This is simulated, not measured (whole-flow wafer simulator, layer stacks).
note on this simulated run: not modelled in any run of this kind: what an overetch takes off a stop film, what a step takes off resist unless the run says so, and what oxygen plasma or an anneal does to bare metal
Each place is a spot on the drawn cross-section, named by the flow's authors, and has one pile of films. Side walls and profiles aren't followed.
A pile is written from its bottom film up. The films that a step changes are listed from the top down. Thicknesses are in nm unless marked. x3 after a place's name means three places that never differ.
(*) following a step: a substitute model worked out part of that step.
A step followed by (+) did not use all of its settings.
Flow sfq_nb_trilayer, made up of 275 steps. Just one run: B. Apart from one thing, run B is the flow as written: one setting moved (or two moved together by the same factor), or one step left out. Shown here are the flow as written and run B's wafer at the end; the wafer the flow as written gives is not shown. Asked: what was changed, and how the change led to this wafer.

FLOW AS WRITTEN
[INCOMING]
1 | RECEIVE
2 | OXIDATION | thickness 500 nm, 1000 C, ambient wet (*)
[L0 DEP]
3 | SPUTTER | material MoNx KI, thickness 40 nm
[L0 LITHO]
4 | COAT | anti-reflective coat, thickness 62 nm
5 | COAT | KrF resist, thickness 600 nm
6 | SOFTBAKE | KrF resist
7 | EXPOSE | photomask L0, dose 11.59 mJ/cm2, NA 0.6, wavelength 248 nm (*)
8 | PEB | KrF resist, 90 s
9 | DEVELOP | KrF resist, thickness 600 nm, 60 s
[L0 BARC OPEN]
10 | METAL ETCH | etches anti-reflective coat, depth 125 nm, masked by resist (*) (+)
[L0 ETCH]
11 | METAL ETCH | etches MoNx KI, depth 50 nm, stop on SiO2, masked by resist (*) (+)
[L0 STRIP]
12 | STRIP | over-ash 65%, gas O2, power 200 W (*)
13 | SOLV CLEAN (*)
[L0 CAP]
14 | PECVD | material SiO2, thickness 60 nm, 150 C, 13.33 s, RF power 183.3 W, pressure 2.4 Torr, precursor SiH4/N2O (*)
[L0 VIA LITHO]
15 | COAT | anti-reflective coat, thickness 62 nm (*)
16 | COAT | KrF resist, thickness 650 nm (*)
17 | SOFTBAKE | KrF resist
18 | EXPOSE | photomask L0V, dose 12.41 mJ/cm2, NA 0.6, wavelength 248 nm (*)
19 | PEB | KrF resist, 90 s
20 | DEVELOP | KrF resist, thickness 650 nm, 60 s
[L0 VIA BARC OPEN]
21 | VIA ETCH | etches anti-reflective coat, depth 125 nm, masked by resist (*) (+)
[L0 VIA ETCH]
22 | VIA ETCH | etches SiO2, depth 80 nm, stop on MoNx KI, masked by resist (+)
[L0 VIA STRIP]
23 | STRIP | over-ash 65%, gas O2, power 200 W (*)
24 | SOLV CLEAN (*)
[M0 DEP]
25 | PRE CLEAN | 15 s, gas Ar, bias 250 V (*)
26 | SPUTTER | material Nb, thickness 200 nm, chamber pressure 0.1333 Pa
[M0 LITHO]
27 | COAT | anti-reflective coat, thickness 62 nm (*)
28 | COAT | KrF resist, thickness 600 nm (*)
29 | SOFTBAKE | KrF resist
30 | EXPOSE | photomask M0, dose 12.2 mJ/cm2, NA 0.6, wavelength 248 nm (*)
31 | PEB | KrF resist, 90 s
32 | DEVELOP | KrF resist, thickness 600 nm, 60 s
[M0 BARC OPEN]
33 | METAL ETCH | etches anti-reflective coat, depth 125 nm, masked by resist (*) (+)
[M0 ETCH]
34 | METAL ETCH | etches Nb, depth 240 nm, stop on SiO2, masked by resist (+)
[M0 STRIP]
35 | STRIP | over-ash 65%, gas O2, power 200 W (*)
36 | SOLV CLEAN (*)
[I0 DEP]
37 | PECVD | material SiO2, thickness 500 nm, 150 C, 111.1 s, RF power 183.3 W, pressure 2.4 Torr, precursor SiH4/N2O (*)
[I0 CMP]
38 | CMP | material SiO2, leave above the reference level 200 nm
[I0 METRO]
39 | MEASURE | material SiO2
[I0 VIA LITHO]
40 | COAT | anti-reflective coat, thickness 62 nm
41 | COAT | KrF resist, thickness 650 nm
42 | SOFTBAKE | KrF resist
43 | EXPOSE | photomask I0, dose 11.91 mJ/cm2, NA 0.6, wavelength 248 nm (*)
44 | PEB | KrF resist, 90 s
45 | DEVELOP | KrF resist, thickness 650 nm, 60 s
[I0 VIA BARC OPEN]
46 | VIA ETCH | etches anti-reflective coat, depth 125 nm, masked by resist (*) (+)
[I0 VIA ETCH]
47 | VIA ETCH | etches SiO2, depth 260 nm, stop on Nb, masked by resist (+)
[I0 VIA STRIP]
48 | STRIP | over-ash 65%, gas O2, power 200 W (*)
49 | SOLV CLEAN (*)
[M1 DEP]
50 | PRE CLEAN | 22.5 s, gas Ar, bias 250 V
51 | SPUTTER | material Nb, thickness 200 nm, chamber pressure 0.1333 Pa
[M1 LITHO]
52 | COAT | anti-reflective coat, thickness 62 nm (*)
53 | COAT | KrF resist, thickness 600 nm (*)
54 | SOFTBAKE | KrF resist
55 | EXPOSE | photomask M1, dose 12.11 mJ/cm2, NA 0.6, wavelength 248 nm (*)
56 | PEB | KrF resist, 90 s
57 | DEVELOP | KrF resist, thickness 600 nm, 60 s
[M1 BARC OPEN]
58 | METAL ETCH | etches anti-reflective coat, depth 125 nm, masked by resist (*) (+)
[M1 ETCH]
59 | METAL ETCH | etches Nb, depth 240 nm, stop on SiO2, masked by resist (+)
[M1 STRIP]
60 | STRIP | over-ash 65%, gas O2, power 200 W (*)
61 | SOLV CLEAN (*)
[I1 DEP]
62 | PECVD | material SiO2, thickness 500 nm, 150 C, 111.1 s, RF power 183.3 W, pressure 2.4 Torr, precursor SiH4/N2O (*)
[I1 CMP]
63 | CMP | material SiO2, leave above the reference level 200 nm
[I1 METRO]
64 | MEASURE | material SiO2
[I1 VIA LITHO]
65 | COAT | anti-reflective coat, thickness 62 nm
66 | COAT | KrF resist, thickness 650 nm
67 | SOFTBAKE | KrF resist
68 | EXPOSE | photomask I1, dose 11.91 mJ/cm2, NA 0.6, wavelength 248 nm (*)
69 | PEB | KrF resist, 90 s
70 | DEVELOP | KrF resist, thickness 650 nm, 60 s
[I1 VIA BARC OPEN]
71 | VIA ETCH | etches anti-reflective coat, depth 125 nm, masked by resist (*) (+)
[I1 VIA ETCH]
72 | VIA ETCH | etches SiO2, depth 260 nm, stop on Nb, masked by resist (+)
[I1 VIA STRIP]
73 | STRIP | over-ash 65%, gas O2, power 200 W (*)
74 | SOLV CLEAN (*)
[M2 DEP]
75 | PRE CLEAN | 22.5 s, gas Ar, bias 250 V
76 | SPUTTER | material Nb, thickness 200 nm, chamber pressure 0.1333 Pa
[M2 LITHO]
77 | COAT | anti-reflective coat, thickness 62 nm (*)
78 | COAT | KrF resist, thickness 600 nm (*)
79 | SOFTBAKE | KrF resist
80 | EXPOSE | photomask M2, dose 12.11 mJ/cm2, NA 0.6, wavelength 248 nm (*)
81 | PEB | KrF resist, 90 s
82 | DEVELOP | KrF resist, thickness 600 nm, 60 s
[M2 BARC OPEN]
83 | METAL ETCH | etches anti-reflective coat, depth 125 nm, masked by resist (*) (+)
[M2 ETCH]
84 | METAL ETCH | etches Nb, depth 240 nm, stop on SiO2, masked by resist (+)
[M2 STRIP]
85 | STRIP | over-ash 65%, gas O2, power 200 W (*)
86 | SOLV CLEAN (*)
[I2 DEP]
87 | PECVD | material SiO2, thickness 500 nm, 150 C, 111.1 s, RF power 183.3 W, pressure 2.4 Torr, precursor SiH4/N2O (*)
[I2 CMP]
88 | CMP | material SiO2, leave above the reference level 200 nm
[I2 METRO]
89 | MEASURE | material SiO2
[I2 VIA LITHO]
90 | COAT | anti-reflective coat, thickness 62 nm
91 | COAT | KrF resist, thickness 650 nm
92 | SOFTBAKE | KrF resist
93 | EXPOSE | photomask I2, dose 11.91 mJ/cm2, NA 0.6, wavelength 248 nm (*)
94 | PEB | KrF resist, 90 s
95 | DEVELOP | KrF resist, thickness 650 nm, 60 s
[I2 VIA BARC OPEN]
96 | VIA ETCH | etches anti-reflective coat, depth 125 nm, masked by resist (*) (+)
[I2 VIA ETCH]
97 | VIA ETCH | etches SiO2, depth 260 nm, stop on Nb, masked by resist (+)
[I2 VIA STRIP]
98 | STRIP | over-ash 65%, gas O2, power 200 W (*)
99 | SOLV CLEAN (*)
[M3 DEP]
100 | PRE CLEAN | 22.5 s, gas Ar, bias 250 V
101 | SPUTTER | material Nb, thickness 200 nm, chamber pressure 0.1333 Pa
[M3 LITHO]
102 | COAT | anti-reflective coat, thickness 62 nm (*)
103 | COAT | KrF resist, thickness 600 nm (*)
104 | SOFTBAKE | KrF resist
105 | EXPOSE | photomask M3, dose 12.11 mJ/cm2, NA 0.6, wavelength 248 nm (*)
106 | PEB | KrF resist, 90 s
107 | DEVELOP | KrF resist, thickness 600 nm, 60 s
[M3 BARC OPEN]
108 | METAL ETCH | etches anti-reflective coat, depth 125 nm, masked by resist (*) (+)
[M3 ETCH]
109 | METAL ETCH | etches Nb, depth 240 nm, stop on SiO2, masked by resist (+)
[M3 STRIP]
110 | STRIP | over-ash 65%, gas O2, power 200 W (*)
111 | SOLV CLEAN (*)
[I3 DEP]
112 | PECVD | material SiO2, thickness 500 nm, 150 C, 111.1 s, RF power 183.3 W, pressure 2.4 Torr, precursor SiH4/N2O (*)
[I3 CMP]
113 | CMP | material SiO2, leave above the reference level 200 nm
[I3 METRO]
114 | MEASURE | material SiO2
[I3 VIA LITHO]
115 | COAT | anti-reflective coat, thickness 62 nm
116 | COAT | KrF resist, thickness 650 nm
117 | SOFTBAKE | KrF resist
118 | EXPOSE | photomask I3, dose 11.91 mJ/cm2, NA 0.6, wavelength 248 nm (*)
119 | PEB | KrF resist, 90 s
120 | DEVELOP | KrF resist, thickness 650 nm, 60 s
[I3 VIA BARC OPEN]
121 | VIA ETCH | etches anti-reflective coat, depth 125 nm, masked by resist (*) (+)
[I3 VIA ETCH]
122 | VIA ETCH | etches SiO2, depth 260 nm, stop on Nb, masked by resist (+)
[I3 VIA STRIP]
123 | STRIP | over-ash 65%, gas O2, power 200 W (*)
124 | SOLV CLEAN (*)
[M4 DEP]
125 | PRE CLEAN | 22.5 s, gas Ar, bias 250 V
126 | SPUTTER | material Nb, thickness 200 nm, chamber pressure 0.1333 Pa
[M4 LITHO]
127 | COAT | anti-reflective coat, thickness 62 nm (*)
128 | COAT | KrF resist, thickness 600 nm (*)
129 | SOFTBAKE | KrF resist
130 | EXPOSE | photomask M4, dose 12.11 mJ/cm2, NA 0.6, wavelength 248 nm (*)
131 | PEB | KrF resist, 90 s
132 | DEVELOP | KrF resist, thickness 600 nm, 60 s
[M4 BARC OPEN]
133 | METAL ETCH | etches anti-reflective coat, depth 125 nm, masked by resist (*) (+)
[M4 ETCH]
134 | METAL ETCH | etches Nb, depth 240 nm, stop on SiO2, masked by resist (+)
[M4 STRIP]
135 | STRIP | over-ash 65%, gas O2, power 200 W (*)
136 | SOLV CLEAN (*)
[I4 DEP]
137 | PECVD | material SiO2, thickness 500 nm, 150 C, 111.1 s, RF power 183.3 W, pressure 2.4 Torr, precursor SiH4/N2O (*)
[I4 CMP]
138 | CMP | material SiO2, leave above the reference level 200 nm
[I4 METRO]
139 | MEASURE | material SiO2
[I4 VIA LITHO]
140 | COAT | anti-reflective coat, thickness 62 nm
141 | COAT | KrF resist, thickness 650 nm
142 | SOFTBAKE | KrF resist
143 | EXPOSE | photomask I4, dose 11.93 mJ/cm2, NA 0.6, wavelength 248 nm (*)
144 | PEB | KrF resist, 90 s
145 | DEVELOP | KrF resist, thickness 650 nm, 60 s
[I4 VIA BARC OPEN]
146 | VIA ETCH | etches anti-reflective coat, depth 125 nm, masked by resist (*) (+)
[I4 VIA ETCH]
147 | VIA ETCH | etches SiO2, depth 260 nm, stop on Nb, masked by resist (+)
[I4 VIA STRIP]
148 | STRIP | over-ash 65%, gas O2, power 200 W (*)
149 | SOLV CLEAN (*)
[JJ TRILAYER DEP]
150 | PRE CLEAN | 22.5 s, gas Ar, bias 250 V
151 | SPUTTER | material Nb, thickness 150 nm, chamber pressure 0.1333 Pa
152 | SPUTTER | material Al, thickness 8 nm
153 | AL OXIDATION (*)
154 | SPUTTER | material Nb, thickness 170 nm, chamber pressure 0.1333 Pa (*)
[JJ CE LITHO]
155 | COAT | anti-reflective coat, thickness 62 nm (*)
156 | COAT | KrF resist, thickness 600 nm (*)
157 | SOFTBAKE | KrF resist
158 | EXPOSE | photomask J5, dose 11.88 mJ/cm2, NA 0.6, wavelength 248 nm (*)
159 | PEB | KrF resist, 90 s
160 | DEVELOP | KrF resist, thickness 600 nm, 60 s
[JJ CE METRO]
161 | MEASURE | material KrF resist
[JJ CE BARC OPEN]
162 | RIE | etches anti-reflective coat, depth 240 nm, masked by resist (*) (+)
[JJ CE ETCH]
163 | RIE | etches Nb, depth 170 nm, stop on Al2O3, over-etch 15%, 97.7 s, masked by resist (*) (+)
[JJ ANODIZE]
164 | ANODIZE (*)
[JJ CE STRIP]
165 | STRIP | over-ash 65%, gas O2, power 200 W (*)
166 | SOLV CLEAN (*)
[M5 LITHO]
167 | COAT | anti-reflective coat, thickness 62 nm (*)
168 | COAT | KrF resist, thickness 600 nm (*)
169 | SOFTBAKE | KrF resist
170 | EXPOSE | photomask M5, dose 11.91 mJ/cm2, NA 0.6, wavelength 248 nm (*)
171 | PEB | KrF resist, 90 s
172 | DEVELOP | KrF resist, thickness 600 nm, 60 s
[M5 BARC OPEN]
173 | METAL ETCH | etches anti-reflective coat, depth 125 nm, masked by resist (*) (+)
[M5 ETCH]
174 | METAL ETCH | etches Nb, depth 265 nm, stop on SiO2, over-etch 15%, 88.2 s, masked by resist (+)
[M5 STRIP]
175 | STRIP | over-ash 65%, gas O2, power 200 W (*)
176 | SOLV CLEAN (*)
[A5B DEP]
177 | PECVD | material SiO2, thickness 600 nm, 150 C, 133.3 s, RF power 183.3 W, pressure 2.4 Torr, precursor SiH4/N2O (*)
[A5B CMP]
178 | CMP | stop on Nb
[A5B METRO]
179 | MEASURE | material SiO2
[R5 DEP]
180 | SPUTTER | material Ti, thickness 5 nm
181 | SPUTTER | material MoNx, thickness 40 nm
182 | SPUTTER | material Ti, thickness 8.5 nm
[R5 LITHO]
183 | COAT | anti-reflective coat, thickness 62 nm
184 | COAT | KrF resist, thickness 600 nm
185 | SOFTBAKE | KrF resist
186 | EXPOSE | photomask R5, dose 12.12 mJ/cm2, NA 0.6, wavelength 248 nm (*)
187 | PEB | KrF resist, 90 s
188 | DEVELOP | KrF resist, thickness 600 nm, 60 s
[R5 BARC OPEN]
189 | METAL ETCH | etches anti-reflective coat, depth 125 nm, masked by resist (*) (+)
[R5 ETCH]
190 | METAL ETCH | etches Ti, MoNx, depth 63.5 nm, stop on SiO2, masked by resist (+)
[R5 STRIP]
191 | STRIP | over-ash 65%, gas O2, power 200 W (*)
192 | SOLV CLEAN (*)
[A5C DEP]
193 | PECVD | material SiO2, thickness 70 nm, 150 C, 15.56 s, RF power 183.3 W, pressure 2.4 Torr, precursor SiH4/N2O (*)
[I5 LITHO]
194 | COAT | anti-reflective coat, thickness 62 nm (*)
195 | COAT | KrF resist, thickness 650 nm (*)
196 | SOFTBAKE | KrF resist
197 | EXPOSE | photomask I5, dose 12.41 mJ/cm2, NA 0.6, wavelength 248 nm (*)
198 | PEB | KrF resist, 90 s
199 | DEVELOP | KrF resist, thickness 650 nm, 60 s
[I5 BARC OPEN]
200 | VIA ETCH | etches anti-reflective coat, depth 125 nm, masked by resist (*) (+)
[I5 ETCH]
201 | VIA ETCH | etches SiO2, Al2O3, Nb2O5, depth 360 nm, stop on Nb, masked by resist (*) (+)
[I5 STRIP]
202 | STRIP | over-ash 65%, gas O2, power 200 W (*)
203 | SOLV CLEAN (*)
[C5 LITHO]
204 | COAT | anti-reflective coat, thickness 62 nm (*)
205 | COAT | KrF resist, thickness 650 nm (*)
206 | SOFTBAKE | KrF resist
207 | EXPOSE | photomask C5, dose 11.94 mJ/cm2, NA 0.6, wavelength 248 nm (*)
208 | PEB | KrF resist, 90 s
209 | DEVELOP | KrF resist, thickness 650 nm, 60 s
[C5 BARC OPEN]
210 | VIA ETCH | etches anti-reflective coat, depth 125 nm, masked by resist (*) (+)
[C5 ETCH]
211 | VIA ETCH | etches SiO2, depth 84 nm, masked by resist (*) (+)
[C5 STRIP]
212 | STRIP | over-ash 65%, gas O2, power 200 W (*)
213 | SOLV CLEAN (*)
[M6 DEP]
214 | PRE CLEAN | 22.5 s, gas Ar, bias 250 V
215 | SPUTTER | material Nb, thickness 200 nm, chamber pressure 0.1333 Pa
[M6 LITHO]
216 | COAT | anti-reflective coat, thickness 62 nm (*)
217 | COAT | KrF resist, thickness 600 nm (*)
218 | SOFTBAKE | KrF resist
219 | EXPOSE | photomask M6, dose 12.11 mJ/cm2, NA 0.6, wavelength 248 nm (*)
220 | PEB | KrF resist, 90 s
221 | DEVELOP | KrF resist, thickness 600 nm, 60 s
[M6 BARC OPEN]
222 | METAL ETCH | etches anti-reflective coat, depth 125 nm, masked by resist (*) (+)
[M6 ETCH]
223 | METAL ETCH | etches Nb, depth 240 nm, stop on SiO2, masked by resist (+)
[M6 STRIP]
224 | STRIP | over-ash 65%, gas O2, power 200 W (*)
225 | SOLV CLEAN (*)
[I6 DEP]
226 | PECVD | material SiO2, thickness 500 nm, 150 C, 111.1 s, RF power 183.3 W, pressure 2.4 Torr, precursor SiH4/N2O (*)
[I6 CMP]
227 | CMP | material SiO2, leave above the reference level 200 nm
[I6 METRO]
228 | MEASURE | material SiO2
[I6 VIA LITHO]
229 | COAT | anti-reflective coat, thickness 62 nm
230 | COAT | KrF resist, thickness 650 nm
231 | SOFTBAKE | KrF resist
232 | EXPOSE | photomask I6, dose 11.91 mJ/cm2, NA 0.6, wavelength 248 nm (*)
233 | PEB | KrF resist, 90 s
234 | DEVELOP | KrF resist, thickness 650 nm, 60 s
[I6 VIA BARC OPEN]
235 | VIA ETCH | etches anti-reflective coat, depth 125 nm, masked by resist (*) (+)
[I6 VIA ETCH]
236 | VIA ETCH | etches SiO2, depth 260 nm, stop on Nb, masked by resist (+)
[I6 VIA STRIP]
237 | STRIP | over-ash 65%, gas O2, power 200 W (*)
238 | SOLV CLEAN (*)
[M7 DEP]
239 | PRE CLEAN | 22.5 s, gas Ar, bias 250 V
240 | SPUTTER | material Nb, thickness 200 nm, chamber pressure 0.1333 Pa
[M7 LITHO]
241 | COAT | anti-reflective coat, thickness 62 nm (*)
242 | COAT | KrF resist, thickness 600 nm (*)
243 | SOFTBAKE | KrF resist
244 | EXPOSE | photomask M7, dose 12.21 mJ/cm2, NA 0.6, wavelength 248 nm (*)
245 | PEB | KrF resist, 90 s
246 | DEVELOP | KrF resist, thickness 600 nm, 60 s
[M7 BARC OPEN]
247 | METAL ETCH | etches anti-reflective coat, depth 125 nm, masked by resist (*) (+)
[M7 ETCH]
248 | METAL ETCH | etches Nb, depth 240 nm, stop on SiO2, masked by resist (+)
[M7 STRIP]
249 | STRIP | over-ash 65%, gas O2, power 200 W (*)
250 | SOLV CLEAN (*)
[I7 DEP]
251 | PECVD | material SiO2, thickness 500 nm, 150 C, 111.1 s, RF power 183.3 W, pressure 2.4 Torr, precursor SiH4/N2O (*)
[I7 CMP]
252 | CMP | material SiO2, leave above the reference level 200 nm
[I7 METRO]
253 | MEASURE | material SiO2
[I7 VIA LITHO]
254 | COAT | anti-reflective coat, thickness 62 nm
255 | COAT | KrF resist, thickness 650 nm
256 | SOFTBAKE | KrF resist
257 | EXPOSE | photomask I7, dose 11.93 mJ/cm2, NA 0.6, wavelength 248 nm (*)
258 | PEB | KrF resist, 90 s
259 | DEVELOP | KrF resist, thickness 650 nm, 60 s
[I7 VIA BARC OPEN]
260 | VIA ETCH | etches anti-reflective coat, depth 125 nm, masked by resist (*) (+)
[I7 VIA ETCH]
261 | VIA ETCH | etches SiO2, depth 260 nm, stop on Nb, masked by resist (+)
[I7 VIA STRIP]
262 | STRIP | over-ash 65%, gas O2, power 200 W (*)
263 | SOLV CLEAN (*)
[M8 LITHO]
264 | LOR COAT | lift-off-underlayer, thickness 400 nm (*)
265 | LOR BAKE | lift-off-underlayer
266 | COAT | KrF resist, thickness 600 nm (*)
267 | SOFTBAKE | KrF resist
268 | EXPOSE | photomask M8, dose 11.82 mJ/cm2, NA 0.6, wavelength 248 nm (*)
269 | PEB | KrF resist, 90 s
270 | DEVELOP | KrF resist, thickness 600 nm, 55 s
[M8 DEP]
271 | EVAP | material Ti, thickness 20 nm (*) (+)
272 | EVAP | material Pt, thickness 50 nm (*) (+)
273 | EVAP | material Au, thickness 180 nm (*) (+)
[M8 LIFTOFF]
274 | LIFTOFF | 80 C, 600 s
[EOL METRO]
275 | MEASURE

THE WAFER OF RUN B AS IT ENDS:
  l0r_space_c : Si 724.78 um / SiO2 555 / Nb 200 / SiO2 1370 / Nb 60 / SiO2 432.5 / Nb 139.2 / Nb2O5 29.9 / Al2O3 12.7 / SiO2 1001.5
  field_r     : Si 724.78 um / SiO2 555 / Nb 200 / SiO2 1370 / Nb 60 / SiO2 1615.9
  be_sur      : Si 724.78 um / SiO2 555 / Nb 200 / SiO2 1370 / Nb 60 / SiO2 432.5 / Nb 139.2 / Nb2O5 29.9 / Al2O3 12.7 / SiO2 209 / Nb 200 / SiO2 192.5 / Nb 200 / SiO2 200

What caused this: step 126, SPUTTER: thickness 300 nm was run, while the flow as written has thickness 200 nm.

The path from the change to this, step by step:
  126 | SPUTTER | material Nb, thickness 200 nm, chamber pressure 0.1333 Pa
      field_l, v_sur, via_wl and 102 more: Nb gains 300 (new film) (it would be, as written: Nb gains 200 (new film))
      via_v: Nb gains 249.8 (it would be, as written: Nb gains 165.5)
  134 | METAL ETCH | etches Nb, depth 240 nm, stop on SiO2, masked by resist (+)
      field_l, be, be_sur and 64 more: Nb loses 240 (it would be, as written: Nb loses 200 (all of it))
  135 | STRIP | over-ash 65%, gas O2, power 200 W (*)
      via_v: KrF resist loses 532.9 (all of it), anti-reflective coat loses 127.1 (all of it) (it would be, as written: KrF resist loses 521.8 (all of it), anti-reflective coat loses 124.8 (all of it))
  137 | PECVD | material SiO2, thickness 500 nm, 150 C, 111.1 s, RF power 183.3 W, pressure 2.4 Torr, precursor SiH4/N2O (*)
      field_l, be, be_sur and 55 more: SiO2 gains 500 (new film) (it would be, as written: SiO2 gains 500)
      p3_s0 x6: SiO2 gains 597.1 (new film) (it would be, as written: SiO2 gains 557.1)
      (also at 3 further places)
  138 | CMP | material SiO2, leave above the reference level 200 nm
      field_l, be, be_sur and 55 more: SiO2 loses 60 (it would be, as written: SiO2 loses 100)
      lsp_r, l0_sur, l0v: SiO2 loses 50.3 (it would be, as written: SiO2 loses 91.9)
      (also at 1 further place)
With metal films that touch counted as one body, l0r_space_c has 3 bodies (between them, from the top down: SiO2 432.5; SiO2 1370); the flow as written gives 2 bodies (between them, from the top down: SiO2 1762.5).
With metal films that touch counted as one body, field_r has 2 bodies (between them, from the top down: SiO2 1370); the flow as written gives 1 body.
With metal films that touch counted as one body, be_sur has 5 bodies (between them, from the top down: SiO2 192.5; SiO2 209 / Al2O3 12.7 / Nb2O5 29.9; SiO2 432.5; SiO2 1370); the flow as written gives 4 bodies (between them, from the top down: SiO2 192.5; SiO2 209 / Al2O3 12.7 / Nb2O5 29.9; SiO2 1762.5).
